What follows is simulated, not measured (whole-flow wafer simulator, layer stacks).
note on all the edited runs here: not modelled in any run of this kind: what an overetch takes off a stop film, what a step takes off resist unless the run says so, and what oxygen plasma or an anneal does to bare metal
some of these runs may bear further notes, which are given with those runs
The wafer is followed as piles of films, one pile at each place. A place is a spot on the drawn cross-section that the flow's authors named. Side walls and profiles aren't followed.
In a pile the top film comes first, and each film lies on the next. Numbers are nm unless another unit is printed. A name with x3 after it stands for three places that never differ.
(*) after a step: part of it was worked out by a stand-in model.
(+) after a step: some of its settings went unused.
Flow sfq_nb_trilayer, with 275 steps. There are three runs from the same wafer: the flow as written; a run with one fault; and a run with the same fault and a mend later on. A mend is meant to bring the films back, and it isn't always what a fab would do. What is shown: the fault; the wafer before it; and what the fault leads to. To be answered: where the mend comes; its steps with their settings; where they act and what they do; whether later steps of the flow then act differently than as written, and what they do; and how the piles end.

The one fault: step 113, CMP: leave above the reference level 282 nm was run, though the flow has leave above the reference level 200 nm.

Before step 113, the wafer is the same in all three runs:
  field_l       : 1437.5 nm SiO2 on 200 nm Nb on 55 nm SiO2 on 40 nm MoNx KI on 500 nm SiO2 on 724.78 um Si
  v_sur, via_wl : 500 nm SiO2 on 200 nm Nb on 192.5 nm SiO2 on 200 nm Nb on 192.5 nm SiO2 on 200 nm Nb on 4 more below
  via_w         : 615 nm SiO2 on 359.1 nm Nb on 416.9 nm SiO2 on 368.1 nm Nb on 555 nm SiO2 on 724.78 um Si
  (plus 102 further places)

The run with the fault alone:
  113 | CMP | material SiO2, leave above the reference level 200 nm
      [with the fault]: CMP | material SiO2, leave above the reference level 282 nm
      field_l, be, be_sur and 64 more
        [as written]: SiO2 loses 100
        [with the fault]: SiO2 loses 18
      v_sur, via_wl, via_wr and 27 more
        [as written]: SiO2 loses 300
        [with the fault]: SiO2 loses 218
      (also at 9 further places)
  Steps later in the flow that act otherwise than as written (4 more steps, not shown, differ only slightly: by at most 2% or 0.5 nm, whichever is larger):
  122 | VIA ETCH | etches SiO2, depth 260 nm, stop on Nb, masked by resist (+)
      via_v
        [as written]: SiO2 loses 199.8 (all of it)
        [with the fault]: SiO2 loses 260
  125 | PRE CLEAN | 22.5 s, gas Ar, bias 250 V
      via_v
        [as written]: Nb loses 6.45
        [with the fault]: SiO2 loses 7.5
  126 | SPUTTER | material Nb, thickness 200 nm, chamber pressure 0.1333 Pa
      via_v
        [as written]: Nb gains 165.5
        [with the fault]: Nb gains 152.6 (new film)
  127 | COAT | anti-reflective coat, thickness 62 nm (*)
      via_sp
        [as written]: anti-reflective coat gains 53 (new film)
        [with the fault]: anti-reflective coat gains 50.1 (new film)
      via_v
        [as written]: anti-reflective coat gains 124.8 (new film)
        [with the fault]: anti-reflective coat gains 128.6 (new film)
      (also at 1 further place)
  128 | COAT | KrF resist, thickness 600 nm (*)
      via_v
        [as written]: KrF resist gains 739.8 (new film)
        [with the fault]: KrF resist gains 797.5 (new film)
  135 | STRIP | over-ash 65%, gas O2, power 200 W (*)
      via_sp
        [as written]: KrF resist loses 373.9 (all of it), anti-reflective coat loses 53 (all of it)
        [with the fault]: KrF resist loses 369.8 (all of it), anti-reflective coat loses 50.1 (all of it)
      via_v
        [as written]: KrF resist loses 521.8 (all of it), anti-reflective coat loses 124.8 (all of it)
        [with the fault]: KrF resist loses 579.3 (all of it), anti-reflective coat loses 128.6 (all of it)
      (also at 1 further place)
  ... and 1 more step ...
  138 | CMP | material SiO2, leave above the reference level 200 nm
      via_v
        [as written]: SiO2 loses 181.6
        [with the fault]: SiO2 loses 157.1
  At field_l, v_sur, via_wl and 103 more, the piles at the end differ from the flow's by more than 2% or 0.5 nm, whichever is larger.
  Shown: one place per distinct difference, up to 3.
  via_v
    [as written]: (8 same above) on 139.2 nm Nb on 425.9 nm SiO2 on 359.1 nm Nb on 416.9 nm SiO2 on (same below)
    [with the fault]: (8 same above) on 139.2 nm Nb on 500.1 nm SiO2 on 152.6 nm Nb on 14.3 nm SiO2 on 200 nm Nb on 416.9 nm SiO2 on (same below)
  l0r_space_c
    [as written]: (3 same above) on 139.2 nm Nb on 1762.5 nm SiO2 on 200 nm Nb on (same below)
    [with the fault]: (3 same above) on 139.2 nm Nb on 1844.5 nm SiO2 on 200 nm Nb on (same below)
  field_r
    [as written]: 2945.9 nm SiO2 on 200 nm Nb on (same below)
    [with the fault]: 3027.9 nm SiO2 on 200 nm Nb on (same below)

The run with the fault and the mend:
  After step 120 comes the mend.
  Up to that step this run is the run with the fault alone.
  120a | STRIP | over-ash 65%, gas O2, power 200 W (*)
      field_l, v_sur, via_wl and 102 more
        KrF resist loses 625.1 (all of it), anti-reflective coat loses 62 (all of it)
      via_v
        anti-reflective coat loses 62 (all of it)
  120b | CMP | material SiO2, leave above the reference level 200 nm (the flow's step 113, run once more)
      field_l, v_sur, via_wl and 103 more
        SiO2 loses 82
  120c | COAT | anti-reflective coat, thickness 62 nm (the flow's step 115, run once more)
      field_l, v_sur, via_wl and 103 more
        anti-reflective coat gains 62 (new film)
  120d | COAT | KrF resist, thickness 650 nm (the flow's step 116, run once more)
      field_l, v_sur, via_wl and 103 more
        KrF resist gains 650 (new film)
  120e | SOFTBAKE | KrF resist (the flow's step 117, run once more)
      alters no film at any place that is followed
  120f | EXPOSE | photomask I3, dose 11.91 mJ/cm2, NA 0.6, wavelength 248 nm (*) (the flow's step 118, run once more)
      alters no film at any place that is followed
  120g | PEB | KrF resist, 90 s (the flow's step 119, run once more)
      field_l, v_sur, via_wl and 103 more
        KrF resist loses 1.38
  120h | DEVELOP | KrF resist, thickness 650 nm, 60 s (the flow's step 120, run once more)
      field_l, v_sur, via_wl and 102 more
        KrF resist loses 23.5
      via_v
        KrF resist loses 648.6 (all of it)
  Every later step of the flow that is run acts as written at every place that is followed.
  By the end, the piles equal the flow's at every place that both follow.
